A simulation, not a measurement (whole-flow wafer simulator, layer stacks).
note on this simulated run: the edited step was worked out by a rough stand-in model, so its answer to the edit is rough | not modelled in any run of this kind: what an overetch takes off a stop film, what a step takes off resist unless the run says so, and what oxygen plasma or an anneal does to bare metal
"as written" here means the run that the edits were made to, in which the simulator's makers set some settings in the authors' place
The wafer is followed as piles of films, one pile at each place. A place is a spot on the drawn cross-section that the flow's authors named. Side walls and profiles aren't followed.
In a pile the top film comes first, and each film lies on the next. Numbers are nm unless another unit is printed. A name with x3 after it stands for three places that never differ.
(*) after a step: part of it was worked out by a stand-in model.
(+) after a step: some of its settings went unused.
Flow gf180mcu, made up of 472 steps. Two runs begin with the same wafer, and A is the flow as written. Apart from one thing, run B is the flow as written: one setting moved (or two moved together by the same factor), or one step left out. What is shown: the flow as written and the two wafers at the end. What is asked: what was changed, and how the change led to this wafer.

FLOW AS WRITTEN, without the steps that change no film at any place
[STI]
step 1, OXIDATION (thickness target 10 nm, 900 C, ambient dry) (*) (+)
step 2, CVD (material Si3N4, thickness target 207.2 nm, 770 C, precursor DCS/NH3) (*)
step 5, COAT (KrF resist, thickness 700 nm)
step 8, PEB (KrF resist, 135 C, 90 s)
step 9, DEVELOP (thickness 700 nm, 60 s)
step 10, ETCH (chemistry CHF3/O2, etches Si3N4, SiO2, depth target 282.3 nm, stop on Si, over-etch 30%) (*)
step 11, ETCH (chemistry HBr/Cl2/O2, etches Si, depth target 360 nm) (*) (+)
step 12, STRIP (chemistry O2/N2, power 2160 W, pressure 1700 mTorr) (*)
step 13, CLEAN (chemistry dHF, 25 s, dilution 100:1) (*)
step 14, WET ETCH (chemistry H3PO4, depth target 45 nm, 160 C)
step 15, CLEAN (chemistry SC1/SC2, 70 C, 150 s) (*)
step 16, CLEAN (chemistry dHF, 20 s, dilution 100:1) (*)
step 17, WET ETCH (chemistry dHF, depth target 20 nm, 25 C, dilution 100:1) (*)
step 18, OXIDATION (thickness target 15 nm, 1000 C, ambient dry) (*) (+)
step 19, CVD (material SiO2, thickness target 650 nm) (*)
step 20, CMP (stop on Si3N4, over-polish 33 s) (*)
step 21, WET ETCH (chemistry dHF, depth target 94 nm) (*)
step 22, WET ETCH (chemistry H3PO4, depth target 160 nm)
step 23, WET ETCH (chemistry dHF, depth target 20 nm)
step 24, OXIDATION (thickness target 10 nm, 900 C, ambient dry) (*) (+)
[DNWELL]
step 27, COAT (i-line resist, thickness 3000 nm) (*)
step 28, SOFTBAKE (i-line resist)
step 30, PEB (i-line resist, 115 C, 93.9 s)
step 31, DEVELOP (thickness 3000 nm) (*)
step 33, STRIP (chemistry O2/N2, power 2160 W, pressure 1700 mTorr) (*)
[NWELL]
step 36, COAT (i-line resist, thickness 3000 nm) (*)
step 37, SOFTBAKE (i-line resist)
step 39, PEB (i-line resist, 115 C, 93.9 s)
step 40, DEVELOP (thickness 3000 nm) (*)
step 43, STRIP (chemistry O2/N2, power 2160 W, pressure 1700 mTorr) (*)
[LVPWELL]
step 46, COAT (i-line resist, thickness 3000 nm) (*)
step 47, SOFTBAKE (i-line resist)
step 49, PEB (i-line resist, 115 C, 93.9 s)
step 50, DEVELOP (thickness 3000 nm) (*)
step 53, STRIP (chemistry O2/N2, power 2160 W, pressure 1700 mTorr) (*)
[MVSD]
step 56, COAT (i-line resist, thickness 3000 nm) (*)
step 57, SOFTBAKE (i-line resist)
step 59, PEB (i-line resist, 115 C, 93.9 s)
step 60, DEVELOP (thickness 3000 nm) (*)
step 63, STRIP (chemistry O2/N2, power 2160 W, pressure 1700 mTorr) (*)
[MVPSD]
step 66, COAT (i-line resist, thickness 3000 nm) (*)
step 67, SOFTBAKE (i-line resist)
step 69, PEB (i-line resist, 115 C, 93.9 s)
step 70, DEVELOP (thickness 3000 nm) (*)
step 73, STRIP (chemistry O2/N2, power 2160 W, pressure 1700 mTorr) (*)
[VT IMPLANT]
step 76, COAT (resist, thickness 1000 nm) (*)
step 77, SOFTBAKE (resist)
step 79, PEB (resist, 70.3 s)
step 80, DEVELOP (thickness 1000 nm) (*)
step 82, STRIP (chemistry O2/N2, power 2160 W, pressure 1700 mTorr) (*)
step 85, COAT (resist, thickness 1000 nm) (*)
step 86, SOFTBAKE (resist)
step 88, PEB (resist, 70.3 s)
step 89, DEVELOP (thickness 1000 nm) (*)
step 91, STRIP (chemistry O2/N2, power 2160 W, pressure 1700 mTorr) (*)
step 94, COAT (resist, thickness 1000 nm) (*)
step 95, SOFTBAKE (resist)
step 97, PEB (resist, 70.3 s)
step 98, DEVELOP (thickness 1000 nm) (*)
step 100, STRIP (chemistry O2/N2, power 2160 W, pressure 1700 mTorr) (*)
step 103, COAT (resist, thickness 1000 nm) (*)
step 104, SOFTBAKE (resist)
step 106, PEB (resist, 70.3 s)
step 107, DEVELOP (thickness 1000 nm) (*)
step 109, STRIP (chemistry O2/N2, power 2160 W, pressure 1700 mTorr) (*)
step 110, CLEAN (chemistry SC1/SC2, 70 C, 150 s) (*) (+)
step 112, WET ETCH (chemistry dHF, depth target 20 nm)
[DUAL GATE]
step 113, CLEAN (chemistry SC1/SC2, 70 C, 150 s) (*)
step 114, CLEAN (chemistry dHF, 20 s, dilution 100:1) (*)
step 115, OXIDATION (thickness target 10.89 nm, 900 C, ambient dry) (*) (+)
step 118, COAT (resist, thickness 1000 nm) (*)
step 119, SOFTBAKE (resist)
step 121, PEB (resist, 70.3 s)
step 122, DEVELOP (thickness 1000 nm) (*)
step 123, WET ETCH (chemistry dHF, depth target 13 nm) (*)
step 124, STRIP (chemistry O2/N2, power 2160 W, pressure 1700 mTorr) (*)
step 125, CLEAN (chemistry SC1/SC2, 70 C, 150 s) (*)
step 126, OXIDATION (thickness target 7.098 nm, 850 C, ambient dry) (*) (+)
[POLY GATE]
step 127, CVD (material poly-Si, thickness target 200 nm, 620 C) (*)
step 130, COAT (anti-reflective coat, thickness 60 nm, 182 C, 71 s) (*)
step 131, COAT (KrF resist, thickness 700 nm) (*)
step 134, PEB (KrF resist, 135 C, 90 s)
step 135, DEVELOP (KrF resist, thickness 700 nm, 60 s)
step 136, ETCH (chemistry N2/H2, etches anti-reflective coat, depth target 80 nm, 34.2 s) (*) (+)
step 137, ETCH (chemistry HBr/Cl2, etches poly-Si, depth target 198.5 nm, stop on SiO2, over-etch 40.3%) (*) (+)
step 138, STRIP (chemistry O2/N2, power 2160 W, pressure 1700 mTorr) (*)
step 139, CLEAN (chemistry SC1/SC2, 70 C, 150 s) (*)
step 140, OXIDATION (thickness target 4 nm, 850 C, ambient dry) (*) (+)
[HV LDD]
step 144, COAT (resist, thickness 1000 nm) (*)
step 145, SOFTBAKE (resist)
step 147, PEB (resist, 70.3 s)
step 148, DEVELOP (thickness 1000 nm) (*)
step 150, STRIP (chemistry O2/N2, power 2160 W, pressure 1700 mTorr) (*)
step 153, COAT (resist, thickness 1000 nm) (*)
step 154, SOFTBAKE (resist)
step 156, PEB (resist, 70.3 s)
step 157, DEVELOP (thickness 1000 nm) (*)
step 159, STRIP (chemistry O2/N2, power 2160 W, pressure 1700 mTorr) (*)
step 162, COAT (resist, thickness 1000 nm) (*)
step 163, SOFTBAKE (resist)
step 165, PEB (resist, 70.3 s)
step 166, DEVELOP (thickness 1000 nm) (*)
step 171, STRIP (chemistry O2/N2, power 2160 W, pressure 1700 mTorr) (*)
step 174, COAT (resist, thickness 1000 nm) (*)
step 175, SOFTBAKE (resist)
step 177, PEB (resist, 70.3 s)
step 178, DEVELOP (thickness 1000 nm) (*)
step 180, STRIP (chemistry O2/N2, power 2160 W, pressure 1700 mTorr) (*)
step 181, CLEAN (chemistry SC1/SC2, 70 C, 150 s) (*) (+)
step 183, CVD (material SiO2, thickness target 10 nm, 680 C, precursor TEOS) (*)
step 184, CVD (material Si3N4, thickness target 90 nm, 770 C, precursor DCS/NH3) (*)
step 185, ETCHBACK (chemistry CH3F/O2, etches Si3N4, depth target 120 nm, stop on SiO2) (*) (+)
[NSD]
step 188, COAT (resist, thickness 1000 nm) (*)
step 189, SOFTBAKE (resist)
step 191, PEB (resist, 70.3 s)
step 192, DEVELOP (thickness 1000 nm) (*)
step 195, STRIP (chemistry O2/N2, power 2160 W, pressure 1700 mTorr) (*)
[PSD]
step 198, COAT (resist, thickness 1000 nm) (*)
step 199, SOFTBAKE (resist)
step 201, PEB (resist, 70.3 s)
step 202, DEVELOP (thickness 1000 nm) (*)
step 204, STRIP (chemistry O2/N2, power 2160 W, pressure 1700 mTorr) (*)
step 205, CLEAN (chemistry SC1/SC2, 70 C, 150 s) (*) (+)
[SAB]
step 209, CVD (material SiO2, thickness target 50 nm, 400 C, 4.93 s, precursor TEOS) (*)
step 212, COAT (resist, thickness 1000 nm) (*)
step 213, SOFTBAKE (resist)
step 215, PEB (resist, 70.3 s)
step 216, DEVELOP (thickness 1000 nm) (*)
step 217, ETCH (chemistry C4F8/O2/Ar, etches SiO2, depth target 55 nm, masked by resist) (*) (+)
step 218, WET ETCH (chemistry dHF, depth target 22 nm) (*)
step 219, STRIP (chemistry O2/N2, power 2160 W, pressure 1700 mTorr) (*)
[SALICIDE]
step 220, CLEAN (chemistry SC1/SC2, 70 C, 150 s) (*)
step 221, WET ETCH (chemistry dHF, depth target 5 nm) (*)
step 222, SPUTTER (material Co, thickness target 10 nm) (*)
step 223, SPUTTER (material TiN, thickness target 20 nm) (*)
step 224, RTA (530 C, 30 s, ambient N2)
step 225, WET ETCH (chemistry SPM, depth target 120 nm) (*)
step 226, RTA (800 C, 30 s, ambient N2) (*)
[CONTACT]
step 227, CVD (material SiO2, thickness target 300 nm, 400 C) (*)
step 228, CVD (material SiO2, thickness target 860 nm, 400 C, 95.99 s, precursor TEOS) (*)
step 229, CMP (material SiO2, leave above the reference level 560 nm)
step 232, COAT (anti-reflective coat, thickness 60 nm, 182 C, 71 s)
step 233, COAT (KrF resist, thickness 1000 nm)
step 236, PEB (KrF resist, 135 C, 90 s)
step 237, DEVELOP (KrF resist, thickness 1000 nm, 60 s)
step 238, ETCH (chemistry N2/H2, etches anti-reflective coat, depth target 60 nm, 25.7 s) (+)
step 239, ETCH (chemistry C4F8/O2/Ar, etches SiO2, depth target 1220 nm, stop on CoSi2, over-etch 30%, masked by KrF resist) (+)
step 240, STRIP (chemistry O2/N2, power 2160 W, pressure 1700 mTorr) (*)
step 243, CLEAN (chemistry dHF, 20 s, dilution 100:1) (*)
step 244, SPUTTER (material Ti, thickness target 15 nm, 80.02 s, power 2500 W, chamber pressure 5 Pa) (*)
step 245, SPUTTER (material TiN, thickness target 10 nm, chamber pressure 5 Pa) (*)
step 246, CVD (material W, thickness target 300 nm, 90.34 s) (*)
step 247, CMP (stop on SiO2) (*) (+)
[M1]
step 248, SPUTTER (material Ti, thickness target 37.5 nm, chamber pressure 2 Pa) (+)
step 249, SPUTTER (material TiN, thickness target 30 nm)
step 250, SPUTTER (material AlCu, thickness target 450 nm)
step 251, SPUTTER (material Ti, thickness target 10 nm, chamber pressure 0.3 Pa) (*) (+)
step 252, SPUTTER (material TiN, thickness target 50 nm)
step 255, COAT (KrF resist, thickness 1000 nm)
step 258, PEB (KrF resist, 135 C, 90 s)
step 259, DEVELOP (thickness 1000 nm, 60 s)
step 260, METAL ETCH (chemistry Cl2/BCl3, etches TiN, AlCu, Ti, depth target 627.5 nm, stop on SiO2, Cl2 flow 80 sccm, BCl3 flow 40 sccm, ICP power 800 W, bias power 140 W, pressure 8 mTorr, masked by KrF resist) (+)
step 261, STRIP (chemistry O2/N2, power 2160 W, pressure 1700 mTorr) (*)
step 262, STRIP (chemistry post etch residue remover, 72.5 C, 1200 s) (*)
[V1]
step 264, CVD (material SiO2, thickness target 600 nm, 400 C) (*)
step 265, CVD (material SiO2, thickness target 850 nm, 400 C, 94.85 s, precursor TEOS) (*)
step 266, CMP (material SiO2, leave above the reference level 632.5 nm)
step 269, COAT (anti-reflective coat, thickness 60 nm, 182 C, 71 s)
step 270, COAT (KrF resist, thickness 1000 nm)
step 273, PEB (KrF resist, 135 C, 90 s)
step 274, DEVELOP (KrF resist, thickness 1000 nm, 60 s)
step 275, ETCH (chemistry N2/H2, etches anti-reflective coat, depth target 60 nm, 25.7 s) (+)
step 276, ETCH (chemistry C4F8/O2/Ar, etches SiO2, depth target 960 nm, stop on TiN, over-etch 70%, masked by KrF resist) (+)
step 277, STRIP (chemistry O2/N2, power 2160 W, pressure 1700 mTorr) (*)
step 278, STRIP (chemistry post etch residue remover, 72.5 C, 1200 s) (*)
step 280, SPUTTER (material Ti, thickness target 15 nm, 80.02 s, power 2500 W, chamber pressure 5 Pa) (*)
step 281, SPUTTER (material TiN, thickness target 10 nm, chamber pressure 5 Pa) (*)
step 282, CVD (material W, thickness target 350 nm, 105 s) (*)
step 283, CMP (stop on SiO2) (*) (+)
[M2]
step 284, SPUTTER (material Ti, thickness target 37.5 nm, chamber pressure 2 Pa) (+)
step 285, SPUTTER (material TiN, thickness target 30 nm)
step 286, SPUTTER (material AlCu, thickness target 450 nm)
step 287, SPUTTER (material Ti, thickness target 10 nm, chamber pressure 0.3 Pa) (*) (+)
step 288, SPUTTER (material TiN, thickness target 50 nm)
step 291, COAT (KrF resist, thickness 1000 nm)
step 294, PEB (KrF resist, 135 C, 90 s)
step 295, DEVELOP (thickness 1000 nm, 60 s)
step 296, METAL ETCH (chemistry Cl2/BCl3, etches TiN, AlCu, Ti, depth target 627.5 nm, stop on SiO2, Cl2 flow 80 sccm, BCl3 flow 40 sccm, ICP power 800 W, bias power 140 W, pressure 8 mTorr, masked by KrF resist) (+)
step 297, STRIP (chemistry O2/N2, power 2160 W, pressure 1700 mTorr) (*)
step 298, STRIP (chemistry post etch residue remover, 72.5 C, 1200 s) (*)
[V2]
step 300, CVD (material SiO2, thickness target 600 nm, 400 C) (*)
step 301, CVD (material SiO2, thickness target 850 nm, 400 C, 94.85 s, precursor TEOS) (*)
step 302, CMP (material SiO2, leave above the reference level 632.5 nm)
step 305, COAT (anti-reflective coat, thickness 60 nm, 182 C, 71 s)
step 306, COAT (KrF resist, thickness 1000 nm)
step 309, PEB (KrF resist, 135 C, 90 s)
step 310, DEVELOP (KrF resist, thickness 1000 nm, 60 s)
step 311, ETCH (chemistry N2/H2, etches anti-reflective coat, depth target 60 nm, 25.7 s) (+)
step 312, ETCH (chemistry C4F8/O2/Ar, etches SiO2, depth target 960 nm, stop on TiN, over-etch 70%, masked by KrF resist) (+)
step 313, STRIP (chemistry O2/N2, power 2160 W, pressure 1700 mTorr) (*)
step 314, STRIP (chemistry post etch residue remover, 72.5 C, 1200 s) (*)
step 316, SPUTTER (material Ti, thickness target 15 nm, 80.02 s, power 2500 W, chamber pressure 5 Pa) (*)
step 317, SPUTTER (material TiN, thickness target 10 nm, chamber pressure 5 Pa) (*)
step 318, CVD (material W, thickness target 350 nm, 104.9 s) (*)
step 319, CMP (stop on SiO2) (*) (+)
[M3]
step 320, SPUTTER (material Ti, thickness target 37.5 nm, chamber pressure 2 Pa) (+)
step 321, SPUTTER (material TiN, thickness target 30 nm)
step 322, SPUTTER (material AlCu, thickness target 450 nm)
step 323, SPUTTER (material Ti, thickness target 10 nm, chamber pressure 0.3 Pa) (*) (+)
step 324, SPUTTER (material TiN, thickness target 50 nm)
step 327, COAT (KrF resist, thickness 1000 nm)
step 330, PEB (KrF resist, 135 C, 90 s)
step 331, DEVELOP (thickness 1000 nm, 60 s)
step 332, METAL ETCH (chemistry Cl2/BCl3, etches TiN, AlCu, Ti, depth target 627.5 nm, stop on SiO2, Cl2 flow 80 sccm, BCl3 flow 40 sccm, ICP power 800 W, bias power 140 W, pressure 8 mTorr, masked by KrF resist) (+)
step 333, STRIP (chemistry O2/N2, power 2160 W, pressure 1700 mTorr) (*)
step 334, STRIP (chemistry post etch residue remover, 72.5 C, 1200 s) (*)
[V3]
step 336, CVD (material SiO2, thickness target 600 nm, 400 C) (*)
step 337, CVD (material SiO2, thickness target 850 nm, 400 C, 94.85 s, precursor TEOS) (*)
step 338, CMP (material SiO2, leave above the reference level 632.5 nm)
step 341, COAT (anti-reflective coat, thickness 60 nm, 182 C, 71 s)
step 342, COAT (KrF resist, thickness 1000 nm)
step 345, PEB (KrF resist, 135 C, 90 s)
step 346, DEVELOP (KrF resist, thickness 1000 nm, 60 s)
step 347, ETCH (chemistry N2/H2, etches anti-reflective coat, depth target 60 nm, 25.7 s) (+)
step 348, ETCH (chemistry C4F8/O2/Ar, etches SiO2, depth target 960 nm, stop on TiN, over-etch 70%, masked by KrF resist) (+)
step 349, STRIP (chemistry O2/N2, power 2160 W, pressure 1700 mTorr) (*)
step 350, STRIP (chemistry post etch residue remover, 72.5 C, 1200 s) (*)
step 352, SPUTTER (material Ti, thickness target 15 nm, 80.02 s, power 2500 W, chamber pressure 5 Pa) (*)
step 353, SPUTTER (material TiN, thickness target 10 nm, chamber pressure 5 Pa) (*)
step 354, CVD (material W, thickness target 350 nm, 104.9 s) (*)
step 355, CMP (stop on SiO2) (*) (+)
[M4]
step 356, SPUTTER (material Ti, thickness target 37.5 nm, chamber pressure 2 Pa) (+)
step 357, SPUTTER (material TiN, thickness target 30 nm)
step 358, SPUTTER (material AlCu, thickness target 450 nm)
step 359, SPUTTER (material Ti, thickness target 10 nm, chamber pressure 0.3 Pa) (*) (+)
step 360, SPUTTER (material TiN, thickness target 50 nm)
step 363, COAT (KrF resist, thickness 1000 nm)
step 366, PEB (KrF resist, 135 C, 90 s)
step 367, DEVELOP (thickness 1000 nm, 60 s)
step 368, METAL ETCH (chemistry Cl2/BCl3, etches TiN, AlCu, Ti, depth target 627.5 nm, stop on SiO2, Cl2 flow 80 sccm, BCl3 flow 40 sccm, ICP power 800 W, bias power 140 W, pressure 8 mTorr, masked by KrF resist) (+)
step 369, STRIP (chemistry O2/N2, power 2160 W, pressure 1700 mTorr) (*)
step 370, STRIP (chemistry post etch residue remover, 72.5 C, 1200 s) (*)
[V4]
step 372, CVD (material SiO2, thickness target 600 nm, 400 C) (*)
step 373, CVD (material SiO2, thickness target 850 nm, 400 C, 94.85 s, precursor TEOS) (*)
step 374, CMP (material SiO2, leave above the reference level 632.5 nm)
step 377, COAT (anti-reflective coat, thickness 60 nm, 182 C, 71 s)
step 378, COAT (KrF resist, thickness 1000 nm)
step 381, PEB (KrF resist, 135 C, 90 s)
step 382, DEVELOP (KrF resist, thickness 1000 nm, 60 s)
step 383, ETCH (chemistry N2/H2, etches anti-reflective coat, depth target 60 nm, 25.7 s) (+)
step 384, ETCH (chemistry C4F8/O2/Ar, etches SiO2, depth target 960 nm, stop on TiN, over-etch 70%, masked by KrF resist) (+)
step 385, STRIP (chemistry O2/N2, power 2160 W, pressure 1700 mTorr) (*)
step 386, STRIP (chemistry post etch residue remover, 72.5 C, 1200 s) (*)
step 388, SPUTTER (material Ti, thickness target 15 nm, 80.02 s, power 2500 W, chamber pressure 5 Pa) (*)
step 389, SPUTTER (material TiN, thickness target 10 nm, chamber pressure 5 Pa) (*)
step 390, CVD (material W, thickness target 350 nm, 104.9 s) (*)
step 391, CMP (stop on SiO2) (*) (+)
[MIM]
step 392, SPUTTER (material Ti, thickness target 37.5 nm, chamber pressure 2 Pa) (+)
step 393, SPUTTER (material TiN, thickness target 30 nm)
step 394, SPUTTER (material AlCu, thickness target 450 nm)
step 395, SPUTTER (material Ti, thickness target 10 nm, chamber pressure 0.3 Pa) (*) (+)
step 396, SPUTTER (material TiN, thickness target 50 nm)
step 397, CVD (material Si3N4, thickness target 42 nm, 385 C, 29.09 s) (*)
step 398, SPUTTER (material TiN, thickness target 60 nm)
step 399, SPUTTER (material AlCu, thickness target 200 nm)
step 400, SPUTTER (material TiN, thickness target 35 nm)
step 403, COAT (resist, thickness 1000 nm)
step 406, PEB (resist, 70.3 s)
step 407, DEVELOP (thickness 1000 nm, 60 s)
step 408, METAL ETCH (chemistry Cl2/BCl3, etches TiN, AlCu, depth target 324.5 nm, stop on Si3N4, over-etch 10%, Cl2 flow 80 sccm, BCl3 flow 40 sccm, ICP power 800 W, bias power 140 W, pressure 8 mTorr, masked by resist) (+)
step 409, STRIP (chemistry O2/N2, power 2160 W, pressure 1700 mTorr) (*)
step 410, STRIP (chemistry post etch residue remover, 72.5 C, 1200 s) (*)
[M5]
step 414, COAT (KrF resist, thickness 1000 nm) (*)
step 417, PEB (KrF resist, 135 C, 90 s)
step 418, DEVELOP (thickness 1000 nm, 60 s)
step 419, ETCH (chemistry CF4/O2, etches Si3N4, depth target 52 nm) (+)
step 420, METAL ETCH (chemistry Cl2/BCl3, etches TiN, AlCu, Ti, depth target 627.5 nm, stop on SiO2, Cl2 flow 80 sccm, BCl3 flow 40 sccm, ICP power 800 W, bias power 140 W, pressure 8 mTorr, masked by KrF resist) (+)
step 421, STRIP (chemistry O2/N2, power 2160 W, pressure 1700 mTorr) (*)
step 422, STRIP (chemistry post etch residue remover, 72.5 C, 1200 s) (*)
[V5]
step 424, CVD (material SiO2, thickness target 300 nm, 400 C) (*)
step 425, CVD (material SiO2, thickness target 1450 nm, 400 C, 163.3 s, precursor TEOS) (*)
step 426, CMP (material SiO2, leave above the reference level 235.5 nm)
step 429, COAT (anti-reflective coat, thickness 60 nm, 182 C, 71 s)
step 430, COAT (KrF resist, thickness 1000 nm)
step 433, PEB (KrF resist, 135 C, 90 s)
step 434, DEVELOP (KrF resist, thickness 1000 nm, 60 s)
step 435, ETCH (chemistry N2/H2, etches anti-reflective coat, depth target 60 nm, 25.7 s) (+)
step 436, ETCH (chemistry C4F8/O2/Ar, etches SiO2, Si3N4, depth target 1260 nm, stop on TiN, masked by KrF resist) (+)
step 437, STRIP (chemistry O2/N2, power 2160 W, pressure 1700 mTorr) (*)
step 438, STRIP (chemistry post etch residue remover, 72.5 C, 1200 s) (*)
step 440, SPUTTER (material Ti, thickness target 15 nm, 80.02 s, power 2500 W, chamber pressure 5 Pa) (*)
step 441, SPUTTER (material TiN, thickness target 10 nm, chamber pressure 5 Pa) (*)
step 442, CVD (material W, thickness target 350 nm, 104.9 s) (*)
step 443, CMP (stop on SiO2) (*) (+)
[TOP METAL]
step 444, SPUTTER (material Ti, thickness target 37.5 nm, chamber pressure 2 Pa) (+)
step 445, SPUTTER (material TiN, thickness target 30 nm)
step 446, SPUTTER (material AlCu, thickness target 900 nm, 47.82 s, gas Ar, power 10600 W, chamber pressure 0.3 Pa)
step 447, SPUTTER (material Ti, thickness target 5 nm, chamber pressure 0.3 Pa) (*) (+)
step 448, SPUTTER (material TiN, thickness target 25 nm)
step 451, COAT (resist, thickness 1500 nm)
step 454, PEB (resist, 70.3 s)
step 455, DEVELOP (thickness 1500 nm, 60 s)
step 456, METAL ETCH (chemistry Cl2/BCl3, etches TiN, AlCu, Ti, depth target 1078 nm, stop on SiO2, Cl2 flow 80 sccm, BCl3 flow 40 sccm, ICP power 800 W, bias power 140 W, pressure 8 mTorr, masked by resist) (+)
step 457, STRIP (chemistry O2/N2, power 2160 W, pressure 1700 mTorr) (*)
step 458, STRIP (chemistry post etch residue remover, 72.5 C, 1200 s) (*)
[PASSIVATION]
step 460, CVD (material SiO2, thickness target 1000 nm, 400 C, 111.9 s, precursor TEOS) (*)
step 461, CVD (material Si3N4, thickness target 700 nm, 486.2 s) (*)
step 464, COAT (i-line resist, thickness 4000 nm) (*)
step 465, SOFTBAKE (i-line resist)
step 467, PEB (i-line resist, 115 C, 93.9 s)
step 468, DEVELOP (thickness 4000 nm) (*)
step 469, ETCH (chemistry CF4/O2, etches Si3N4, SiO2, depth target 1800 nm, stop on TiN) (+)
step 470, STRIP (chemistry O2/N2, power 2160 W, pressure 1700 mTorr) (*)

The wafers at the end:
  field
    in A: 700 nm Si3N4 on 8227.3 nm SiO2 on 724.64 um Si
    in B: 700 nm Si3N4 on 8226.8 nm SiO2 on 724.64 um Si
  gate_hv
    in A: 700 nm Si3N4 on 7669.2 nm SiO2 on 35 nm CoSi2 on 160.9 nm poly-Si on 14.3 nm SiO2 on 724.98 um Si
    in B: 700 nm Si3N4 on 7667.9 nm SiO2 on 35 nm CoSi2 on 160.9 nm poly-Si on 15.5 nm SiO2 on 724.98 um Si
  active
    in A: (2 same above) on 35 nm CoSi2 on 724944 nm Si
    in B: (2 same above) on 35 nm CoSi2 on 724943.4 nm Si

Cause: step 126, OXIDATION: thickness target 8.518 nm was run, whereas the flow has thickness target 7.098 nm.

The path from the change to this, step by step:
  step 126, OXIDATION (thickness target 7.098 nm, 850 C, ambient dry) (*) (+)
      gate_hv, active_hv, active_nat and 25 more: A SiO2 gains 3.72, Si loses 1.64 | B SiO2 gains 4.93, Si loses 2.17
      active, n_well, p_well and 12 more: A SiO2 gains 7.1 (new film), chemical SiO2 loses 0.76 (all of it), Si loses 2.79 | B SiO2 gains 8.52 (new film), chemical SiO2 loses 0.76 (all of it), Si loses 3.41
  step 189, SOFTBAKE (resist)
      nw_enc_fld_lv__w3: A resist gains 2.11 | B resist loses 1.58
  step 199, SOFTBAKE (resist)
      nw_enc_fld_lv__w3: A resist gains 2.11 | B resist loses 1.58
  step 218, WET ETCH (chemistry dHF, depth target 22 nm) (*)
      active, p_well, sd_n, iso_ptap_pw, iso_ntap_nw, iso_ptap_sub, vpnp_e: A SiO2 loses 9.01 (all of it) | B SiO2 loses 10.3 (all of it)
      ldn_tap, ldn_src, ldn_drn, ldp_tap, ldp_src, ldp_drn, ldp_gr: A SiO2 loses 16 (all of it) | B SiO2 loses 17.1 (all of it)
      (also at 9 further places)
